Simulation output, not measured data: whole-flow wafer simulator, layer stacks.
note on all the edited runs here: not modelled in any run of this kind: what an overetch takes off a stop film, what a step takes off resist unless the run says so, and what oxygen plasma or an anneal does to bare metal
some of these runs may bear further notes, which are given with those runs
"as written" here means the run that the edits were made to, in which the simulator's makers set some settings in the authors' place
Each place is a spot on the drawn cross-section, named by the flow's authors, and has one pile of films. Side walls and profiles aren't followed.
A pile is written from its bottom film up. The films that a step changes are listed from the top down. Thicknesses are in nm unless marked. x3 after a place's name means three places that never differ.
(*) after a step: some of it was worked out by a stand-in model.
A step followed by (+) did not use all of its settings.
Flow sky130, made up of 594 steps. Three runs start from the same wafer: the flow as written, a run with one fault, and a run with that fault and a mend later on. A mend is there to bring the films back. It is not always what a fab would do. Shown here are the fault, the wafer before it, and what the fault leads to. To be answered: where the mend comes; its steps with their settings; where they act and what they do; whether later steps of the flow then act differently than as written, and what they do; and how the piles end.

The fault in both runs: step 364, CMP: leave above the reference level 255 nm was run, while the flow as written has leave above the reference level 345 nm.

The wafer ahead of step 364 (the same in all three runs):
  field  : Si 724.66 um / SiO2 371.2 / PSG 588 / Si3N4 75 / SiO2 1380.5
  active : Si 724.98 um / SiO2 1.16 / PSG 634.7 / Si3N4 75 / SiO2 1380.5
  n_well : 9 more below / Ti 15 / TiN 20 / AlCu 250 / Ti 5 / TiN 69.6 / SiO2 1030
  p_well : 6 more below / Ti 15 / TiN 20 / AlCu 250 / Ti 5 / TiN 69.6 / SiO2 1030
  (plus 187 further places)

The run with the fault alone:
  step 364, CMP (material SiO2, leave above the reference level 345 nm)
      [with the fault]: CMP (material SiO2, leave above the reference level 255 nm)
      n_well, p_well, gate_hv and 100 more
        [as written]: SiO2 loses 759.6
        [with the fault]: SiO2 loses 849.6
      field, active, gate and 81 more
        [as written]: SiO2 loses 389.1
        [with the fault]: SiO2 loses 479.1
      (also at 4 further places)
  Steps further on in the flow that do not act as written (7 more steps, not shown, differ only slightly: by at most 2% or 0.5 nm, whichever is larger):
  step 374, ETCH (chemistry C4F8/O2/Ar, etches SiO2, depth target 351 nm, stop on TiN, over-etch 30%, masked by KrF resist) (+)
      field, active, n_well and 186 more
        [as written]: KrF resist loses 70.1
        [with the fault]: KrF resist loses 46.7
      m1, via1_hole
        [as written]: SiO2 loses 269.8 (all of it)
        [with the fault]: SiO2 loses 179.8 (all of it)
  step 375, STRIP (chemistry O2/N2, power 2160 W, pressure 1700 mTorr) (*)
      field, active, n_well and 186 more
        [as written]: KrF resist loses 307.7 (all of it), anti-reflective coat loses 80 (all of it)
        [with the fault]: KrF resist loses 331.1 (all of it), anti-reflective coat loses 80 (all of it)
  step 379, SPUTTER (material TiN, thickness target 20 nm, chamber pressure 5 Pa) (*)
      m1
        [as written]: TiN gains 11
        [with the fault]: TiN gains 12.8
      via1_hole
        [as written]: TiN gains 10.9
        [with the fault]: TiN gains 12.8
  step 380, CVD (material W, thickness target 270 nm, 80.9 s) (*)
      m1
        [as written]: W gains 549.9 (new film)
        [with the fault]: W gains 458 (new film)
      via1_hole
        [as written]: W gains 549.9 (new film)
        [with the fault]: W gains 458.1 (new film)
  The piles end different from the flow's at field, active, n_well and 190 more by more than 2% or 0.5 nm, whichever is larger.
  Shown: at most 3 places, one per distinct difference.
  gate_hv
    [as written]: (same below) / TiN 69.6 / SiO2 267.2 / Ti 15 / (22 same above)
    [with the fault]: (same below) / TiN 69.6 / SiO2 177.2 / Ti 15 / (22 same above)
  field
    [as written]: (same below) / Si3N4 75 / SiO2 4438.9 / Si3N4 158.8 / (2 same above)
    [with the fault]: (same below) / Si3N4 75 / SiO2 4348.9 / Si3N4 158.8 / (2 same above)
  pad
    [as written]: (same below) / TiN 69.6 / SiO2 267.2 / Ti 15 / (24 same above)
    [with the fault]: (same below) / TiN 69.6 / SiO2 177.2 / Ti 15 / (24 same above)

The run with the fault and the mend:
  The mend follows step 364.
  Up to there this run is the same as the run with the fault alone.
  step 364a, HDPCVD (thickness target 90 nm) (*) (the flow's step 363 again, with other settings)
      field, active, n_well and 188 more
        SiO2 gains 90
  Later steps of the flow that are run all act as written at every place that is followed, up to a difference of at most 2% or 0.5 nm, whichever is larger.
  By the end, the piles equal the flow's at every place that both follow.
